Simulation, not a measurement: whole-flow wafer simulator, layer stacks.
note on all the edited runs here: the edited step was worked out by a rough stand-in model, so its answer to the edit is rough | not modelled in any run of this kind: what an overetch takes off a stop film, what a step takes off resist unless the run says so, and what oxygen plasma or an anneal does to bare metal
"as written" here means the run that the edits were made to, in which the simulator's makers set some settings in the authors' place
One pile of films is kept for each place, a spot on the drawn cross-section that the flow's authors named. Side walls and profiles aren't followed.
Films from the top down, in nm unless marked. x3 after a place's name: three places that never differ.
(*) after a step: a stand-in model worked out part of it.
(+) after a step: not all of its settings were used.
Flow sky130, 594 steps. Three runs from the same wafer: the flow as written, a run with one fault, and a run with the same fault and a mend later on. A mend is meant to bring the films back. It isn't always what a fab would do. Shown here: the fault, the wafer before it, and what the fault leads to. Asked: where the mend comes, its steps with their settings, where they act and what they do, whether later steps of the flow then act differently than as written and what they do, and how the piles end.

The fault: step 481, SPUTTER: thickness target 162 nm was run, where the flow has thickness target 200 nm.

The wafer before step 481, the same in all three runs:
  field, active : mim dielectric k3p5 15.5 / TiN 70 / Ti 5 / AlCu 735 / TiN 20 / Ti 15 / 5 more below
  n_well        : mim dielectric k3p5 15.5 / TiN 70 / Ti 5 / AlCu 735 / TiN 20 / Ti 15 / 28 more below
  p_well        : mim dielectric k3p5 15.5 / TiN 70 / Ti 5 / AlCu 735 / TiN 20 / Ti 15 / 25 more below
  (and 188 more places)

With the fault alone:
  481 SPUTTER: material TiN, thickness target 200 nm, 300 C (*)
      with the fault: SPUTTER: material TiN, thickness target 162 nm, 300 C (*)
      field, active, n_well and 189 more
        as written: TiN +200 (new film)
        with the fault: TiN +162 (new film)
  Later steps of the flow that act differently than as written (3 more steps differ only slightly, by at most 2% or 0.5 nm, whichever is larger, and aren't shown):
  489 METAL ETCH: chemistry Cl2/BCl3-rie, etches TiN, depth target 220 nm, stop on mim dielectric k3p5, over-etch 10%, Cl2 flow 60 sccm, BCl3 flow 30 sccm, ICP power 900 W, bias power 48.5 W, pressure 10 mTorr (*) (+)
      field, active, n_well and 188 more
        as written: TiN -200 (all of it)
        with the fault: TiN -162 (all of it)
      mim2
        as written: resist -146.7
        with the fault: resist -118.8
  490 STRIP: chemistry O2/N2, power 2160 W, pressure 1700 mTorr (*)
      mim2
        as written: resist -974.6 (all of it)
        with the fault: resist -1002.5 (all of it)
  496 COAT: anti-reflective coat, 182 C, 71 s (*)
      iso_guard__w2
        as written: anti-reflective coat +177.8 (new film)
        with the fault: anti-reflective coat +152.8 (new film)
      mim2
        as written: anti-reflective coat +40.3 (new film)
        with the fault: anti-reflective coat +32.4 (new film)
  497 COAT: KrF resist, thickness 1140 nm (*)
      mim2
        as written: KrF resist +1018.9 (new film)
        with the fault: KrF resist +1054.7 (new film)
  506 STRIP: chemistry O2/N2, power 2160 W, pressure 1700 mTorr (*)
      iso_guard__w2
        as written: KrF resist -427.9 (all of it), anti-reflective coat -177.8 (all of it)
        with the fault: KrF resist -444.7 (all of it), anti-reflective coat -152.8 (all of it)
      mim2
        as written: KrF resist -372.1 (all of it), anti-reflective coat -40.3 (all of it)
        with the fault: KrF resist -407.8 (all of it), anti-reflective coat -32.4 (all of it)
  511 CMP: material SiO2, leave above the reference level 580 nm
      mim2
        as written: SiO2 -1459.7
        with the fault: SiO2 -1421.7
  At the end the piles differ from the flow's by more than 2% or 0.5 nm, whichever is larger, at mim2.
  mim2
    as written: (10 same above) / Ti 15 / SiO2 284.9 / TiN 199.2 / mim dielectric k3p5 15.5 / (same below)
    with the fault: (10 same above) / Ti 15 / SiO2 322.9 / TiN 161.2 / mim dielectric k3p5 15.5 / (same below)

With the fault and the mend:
  The mend comes after step 488.
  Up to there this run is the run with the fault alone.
  488a STRIP: chemistry O2/N2, power 2160 W, pressure 1700 mTorr (*)
      mim2
        resist -1121.3 (all of it)
  488b SPUTTER: material TiN, thickness target 38 nm, 300 C (*) (the flow's step 481 once more, with other settings)
      field, active, n_well and 189 more
        TiN +38
  488c HMDS: 120 C, 60 s (the flow's step 483 once more)
      changes no film at any place that is followed
  488d COAT: resist, thickness 1140 nm (the flow's step 484 once more)
      field, active, n_well and 187 more
        resist +1140 (new film)
      m1, via3_hole
        resist +1140.6 (new film)
  488e SOFTBAKE: resist (the flow's step 485 once more)
      changes no film at any place that is followed
  488f EXPOSE: photomask CAP2M, dose 177.7 mJ/cm2, NA 0.6, wavelength 365 nm (*) (the flow's step 486 once more)
      changes no film at any place that is followed
  488g PEB: resist, 70.3 s (the flow's step 487 once more)
      field, active, n_well and 189 more
        resist -18.7
  488h DEVELOP: resist, thickness 1140 nm, developer TMAH-0.26N, 60 s (the flow's step 488 once more)
      field, active, n_well and 186 more
        resist -1121.3 (all of it)
      m1, via3_hole
        resist -1121.9 (all of it)
  No later step of the flow acts differently than as written at any place that is followed.
  At the end the piles are the same as the flow's at every place that both follow.
